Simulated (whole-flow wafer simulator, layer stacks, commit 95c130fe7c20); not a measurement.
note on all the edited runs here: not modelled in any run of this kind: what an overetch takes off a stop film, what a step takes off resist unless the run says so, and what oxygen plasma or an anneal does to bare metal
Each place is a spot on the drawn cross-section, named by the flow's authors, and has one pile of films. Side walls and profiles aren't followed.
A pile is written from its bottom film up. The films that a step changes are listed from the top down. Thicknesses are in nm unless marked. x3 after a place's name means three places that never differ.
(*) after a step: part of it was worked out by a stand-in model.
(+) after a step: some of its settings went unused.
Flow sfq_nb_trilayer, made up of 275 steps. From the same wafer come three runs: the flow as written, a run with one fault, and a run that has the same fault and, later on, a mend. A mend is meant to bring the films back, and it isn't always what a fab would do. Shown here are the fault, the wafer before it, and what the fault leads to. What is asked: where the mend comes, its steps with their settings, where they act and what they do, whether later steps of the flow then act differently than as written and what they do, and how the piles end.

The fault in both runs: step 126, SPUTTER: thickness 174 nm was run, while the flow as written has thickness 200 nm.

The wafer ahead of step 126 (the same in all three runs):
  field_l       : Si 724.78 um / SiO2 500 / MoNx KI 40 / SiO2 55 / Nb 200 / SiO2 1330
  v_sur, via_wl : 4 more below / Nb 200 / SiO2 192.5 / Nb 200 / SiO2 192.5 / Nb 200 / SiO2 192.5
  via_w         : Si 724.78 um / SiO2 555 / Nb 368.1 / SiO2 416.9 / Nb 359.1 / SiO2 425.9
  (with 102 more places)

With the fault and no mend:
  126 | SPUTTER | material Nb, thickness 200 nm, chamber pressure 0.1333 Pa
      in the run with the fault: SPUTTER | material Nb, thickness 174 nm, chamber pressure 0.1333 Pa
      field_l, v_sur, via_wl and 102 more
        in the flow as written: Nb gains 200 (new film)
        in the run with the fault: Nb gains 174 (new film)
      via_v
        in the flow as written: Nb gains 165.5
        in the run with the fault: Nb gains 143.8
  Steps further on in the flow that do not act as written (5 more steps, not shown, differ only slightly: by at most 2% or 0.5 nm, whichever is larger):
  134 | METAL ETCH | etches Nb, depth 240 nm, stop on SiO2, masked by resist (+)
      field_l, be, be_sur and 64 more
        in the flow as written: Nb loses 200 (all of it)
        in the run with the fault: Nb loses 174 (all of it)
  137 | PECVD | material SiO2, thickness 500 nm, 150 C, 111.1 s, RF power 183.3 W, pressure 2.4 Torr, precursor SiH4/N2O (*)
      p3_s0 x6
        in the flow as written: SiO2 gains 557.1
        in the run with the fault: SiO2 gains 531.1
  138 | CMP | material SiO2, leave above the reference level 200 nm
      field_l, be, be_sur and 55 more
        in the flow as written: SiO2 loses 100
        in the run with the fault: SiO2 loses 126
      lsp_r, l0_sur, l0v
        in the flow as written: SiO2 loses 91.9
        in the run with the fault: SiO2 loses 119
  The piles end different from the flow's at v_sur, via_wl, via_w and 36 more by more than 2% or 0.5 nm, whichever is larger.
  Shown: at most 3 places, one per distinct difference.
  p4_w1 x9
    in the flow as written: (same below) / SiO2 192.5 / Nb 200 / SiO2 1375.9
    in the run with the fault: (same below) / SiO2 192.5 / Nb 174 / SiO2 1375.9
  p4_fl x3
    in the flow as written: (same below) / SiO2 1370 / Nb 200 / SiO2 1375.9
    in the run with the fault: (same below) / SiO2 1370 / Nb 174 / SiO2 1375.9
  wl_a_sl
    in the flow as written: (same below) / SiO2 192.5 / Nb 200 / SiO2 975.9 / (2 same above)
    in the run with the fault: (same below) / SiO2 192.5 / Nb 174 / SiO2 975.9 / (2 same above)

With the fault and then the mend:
  After step 126 comes the mend.
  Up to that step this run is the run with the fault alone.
  126a | SPUTTER | material Nb, thickness 26 nm, chamber pressure 0.1333 Pa (the flow's step 126, run once more with other settings)
      field_l, v_sur, via_wl and 102 more
        Nb gains 26
      via_v
        Nb gains 19.7
  Later steps of the flow that are run all act as written at every place that is followed, up to a difference of at most 2% or 0.5 nm, whichever is larger.
  The piles end only slightly different from the flow's at the places that both follow, by no more than 2% or 0.5 nm, whichever is larger.
